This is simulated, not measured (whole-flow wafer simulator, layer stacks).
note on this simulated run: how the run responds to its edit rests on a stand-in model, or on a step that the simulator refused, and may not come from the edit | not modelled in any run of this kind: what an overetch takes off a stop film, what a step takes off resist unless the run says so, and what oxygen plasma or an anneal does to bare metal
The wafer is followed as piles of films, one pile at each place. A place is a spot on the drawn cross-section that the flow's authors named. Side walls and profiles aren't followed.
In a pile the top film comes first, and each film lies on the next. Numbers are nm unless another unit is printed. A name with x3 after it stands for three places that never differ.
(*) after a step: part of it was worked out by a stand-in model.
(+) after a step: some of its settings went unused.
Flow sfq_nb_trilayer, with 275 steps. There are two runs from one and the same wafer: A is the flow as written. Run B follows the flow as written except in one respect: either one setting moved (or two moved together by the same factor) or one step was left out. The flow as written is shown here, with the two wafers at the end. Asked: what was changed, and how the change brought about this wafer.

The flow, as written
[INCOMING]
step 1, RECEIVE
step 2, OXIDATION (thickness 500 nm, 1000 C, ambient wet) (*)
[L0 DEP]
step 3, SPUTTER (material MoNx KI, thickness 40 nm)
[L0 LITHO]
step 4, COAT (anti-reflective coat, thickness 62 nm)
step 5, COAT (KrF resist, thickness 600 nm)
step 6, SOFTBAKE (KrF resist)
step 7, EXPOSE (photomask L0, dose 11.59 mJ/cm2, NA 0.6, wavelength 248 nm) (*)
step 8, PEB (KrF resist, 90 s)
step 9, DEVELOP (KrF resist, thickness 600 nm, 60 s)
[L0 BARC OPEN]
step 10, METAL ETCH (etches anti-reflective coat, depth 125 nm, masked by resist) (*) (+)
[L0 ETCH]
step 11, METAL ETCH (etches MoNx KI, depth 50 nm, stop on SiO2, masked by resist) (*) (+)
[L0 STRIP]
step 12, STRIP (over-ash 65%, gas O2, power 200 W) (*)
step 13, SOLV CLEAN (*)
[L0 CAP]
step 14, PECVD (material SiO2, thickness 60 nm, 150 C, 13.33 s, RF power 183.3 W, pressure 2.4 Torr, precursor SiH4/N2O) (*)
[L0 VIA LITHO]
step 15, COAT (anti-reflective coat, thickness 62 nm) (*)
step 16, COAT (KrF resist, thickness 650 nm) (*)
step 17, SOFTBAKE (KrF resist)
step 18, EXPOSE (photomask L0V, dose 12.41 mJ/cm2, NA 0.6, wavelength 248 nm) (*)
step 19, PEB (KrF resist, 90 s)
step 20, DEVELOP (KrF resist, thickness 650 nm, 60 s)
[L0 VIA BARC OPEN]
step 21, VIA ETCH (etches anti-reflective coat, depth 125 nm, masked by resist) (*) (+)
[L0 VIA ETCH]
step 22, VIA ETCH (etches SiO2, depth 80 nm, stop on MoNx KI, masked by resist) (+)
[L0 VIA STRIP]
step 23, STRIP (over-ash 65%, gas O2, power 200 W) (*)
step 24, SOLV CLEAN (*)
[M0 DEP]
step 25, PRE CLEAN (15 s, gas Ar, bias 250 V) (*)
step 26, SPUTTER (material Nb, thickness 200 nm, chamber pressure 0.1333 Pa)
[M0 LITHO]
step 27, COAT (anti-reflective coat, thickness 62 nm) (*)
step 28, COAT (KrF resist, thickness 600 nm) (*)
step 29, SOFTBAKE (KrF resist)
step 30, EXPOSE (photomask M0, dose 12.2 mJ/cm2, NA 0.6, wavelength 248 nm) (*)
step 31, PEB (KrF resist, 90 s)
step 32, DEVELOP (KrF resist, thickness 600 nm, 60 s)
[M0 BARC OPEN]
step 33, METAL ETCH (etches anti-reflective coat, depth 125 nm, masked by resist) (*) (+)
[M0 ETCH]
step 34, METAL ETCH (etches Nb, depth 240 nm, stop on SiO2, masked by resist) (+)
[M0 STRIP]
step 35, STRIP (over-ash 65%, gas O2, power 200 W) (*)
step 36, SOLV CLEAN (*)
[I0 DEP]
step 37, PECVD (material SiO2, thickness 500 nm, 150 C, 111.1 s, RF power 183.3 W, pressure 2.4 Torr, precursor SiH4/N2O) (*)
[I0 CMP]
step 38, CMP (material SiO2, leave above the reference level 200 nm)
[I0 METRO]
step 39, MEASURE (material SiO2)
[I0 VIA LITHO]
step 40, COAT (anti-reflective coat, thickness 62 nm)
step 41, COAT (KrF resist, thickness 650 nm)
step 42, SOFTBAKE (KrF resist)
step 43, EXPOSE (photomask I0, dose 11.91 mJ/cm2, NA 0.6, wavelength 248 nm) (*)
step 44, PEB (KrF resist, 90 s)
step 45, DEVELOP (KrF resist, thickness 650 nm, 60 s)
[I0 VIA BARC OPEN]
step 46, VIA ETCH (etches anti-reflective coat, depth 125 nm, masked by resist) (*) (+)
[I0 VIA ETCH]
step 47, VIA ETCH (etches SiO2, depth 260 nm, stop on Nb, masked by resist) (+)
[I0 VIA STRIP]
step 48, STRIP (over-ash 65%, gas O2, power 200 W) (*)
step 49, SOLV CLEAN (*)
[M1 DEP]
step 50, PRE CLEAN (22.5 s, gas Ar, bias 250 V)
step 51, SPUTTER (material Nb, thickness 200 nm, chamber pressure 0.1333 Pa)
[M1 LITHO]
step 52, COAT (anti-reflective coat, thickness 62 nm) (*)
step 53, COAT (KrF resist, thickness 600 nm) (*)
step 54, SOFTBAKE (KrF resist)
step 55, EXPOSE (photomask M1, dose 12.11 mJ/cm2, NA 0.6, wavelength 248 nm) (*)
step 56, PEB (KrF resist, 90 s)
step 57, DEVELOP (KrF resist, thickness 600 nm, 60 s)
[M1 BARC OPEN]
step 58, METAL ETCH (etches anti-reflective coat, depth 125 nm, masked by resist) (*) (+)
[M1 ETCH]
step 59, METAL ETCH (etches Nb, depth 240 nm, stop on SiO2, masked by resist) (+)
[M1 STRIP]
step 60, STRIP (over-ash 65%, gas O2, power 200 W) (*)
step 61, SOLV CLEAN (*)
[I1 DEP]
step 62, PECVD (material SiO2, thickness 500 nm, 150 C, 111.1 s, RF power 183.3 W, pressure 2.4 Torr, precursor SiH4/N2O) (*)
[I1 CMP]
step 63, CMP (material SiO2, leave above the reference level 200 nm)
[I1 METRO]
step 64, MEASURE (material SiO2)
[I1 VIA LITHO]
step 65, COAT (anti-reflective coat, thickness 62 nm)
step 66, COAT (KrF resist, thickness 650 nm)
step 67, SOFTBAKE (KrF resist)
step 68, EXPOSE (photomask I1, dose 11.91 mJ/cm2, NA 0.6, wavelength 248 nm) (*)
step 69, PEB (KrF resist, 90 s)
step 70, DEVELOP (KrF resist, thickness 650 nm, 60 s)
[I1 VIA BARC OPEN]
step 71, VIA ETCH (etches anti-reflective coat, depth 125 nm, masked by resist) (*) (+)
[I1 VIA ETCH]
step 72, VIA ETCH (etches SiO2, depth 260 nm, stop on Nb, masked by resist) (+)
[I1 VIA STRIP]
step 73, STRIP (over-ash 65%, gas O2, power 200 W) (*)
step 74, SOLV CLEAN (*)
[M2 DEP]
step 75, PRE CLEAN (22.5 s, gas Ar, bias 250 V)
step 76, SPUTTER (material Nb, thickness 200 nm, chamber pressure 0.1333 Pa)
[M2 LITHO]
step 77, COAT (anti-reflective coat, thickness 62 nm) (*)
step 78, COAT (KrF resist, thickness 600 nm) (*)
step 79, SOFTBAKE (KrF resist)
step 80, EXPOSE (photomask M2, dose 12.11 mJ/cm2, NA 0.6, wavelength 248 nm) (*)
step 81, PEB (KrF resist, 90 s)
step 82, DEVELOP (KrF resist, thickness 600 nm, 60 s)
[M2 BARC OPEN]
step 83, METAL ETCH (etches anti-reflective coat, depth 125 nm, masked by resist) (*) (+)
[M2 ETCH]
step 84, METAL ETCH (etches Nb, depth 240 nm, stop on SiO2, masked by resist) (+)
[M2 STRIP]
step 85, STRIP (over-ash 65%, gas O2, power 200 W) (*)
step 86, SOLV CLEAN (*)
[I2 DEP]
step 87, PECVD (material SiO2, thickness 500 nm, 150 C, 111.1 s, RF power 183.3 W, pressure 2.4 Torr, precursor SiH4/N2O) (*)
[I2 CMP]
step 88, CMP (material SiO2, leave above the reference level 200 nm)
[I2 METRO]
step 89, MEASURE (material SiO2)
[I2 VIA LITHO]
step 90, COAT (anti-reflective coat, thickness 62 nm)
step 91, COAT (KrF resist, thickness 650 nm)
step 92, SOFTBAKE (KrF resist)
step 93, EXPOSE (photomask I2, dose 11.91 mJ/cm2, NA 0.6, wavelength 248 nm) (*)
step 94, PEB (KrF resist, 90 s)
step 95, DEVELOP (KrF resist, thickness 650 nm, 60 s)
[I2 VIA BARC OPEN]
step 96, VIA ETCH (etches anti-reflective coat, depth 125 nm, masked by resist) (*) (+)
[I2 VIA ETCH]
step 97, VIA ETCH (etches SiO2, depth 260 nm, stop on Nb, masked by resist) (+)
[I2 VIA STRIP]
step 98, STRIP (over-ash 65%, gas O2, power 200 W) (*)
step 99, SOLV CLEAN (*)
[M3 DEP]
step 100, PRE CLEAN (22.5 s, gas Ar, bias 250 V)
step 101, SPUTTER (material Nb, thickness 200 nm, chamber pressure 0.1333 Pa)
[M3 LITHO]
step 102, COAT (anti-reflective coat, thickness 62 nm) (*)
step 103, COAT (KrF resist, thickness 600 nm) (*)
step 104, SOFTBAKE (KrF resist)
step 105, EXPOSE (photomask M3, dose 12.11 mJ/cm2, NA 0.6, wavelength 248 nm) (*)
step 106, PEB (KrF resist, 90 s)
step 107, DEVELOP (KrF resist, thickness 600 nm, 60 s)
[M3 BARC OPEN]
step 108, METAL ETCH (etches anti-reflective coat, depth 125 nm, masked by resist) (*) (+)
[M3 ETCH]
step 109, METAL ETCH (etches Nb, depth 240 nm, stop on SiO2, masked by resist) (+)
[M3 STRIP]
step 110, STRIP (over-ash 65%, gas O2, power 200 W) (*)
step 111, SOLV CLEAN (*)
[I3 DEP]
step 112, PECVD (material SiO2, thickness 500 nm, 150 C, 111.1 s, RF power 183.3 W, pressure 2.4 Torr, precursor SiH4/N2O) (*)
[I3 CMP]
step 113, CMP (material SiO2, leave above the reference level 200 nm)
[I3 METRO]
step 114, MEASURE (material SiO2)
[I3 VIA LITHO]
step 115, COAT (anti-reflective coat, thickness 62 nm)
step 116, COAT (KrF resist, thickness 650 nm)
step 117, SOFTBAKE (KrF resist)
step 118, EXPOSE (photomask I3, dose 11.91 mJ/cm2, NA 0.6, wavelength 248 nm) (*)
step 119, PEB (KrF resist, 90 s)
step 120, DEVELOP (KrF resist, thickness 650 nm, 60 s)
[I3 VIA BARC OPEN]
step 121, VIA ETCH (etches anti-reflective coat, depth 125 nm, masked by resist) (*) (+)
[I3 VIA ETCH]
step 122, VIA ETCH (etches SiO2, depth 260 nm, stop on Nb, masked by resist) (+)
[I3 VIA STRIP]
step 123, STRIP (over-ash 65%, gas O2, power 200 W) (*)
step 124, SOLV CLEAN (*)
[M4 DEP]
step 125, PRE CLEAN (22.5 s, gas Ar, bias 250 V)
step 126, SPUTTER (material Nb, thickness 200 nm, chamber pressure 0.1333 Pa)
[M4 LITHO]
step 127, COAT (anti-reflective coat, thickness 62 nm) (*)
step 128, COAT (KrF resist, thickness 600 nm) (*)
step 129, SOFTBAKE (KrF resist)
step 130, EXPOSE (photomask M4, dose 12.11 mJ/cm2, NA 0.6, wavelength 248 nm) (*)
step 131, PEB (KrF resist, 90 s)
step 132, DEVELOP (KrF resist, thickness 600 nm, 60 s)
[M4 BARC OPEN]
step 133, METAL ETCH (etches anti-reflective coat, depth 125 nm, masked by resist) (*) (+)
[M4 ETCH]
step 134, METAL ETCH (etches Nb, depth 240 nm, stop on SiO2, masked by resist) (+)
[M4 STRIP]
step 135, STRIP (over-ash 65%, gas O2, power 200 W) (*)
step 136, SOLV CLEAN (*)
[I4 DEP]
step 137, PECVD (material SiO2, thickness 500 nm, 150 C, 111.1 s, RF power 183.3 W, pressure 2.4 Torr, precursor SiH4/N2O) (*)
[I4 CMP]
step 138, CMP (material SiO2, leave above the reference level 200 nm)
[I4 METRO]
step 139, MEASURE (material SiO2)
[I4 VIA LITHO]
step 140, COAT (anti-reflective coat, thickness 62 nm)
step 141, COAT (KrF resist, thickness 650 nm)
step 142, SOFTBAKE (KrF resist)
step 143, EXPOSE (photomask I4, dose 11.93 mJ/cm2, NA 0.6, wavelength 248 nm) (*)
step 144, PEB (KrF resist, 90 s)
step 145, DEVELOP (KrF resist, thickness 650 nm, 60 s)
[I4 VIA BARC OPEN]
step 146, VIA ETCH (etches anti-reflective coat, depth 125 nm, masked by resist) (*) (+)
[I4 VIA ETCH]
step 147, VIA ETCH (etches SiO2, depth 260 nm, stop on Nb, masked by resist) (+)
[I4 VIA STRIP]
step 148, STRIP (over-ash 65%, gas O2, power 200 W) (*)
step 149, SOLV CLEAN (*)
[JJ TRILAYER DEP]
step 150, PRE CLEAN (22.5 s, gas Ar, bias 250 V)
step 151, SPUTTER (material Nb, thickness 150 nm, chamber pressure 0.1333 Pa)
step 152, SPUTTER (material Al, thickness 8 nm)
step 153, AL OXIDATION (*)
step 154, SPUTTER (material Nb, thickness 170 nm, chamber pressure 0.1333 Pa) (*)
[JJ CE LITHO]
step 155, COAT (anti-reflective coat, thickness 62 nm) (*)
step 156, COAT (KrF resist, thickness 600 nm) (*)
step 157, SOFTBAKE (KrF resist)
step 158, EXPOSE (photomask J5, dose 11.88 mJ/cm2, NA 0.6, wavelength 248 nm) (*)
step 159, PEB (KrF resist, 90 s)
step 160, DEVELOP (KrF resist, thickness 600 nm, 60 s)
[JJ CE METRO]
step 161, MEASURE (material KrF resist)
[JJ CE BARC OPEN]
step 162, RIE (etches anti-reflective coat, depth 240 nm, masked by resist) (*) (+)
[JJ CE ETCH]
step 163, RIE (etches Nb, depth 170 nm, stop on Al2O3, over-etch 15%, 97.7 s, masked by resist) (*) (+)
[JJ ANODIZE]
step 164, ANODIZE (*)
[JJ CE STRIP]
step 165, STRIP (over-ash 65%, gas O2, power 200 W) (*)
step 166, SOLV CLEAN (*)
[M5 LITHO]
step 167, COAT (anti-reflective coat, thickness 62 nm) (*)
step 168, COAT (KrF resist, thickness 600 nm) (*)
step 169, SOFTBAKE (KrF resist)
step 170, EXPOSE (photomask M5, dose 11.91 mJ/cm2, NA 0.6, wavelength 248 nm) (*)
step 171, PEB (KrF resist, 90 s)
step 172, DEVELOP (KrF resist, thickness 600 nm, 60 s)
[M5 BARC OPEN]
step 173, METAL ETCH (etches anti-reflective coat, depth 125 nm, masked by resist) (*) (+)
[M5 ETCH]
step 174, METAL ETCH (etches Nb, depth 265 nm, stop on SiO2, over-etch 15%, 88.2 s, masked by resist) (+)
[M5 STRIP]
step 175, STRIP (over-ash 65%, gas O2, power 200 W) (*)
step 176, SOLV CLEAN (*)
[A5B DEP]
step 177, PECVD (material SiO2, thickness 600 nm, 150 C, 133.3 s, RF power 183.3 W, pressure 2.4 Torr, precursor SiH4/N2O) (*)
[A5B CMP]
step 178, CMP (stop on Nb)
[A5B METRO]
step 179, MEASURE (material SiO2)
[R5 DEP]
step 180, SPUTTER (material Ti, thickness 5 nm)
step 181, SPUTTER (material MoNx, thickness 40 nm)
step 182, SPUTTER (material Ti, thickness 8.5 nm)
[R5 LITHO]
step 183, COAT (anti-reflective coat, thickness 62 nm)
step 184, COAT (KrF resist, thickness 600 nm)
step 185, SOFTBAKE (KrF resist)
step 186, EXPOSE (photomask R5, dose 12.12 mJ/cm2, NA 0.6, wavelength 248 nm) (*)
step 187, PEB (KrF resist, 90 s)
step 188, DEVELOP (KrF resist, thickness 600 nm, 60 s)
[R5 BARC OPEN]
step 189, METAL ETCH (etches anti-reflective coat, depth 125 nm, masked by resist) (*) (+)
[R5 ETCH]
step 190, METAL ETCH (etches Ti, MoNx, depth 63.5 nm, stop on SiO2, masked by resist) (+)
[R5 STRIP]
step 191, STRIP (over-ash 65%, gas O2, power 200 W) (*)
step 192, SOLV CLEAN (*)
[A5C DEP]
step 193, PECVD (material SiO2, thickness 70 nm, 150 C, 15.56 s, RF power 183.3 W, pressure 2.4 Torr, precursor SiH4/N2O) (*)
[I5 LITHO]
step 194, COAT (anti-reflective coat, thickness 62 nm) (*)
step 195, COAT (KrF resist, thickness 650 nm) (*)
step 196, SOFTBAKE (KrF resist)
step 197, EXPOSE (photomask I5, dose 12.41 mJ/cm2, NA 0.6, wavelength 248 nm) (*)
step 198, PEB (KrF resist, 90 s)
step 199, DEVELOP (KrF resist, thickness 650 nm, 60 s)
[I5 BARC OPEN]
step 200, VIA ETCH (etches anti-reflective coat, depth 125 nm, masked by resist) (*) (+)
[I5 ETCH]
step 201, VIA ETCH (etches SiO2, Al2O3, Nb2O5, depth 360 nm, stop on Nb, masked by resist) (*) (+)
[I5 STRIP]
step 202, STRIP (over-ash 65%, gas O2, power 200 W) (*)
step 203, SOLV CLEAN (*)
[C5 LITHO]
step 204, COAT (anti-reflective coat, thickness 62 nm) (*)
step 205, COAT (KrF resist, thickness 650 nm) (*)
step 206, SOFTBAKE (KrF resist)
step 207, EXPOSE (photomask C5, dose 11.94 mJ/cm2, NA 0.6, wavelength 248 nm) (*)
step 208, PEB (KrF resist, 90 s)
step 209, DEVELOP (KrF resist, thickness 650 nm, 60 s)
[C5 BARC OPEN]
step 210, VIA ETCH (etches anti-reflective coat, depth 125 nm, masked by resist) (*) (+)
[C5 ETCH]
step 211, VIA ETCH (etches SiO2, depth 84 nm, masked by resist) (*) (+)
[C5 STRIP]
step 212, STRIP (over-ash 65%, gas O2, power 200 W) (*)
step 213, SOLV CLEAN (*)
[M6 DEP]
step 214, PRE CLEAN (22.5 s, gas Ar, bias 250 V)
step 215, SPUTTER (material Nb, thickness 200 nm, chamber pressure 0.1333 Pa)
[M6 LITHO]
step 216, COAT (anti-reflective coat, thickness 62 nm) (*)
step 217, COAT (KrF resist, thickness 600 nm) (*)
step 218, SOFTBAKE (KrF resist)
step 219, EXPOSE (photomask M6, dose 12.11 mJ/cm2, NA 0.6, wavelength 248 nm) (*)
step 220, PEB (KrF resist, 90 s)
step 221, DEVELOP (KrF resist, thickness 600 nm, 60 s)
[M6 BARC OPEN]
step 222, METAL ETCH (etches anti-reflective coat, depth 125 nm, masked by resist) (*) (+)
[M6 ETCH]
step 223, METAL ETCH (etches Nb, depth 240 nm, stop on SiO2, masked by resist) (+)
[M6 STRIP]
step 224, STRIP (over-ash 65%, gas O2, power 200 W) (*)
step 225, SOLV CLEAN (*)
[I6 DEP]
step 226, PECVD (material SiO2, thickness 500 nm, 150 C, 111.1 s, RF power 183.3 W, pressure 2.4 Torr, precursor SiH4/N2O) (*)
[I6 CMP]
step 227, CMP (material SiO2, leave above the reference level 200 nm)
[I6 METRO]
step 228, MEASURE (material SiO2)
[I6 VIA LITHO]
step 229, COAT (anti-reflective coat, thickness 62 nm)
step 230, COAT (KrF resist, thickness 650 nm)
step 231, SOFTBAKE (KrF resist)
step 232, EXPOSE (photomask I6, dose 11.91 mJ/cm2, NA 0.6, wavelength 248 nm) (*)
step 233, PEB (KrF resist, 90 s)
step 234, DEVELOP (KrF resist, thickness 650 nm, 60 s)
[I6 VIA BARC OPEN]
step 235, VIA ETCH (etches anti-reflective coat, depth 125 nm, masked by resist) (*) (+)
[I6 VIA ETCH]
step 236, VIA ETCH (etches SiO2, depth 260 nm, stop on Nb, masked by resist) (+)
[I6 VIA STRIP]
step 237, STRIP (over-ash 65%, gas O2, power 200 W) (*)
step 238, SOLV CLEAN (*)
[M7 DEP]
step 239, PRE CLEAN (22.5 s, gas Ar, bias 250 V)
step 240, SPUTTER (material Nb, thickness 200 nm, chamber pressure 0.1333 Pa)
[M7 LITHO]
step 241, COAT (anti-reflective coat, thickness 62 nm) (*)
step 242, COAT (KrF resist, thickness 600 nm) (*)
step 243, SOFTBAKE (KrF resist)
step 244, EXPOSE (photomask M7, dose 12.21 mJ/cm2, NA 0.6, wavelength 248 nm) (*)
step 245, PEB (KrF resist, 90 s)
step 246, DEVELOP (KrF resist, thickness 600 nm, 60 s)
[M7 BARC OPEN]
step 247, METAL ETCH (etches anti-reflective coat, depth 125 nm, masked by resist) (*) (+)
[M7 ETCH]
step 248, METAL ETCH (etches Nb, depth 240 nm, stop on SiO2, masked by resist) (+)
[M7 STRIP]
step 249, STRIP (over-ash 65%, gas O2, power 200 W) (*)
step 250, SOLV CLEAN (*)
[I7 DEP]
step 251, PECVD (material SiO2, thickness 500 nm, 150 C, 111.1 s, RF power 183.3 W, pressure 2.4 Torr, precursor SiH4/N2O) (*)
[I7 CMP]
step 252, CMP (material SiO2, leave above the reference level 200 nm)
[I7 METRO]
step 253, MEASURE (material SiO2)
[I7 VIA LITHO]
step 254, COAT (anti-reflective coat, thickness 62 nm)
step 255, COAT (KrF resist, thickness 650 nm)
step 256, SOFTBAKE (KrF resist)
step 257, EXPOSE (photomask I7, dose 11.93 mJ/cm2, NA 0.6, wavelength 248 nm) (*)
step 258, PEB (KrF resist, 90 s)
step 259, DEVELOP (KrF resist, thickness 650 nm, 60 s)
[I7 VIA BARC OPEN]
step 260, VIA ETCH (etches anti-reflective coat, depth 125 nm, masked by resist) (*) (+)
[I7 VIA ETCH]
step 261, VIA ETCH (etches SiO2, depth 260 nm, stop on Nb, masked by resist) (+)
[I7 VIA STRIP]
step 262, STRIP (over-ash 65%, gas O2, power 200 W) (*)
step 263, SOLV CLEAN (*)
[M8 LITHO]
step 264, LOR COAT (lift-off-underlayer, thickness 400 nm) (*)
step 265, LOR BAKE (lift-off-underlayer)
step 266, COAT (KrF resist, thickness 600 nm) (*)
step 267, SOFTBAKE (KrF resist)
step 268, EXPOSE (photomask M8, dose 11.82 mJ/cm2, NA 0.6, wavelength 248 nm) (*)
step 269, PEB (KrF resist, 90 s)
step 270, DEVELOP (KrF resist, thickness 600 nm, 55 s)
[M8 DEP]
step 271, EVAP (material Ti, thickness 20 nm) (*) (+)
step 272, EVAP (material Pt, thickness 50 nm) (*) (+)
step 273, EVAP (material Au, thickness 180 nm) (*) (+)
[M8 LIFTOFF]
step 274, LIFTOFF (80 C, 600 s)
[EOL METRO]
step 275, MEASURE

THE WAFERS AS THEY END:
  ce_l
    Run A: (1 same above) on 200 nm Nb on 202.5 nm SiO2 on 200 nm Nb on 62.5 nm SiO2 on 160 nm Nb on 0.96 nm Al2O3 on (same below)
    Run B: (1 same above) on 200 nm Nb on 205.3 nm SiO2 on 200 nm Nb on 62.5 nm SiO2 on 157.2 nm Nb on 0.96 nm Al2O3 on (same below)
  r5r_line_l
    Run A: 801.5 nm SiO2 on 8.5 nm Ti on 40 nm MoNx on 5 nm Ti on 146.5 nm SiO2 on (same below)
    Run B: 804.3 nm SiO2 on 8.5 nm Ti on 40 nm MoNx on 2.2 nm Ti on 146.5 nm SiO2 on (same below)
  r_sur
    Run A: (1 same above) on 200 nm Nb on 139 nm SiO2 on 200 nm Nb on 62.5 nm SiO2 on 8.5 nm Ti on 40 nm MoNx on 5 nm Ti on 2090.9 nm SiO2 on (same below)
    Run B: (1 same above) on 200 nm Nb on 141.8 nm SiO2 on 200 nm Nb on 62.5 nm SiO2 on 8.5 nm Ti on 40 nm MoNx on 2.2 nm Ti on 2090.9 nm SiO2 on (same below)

The reason: step 180, SPUTTER: thickness 2.2 nm was run, whereas the flow has thickness 5 nm.
The wafer itself shows it: r5r_line_l has Ti 2.2, and step 180 as written asks for 5 nm.

How this came from the change, step by step:
  step 180, SPUTTER (material Ti, thickness 5 nm)
      field_l, v_sur, via_wl and 103 more: A Ti gains 5 (new film) | B Ti gains 2.2 (new film)
  step 190, METAL ETCH (etches Ti, MoNx, depth 63.5 nm, stop on SiO2, masked by resist) (+)
      field_l, v_sur, via_wl and 92 more: A Ti loses 8.5 (all of it), MoNx loses 40 (all of it), Ti loses 5 (all of it) | B Ti loses 8.5 (all of it), MoNx loses 40 (all of it), Ti loses 2.2 (all of it)
      ce_l, c5j, ce_r, wl_jj: A Ti loses 8.5 (all of it), MoNx loses 40 (all of it), Ti loses 5 (all of it), Nb loses 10 | B Ti loses 8.5 (all of it), MoNx loses 40 (all of it), Ti loses 2.2 (all of it), Nb loses 12.8
  step 216, COAT (anti-reflective coat, thickness 62 nm) (*)
      sp_r: A anti-reflective coat gains 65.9 (new film) | B anti-reflective coat gains 64.5 (new film)
  step 224, STRIP (over-ash 65%, gas O2, power 200 W) (*)
      sp_r: A KrF resist loses 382 (all of it), anti-reflective coat loses 65.9 (all of it) | B KrF resist loses 382.1 (all of it), anti-reflective coat loses 64.5 (all of it)
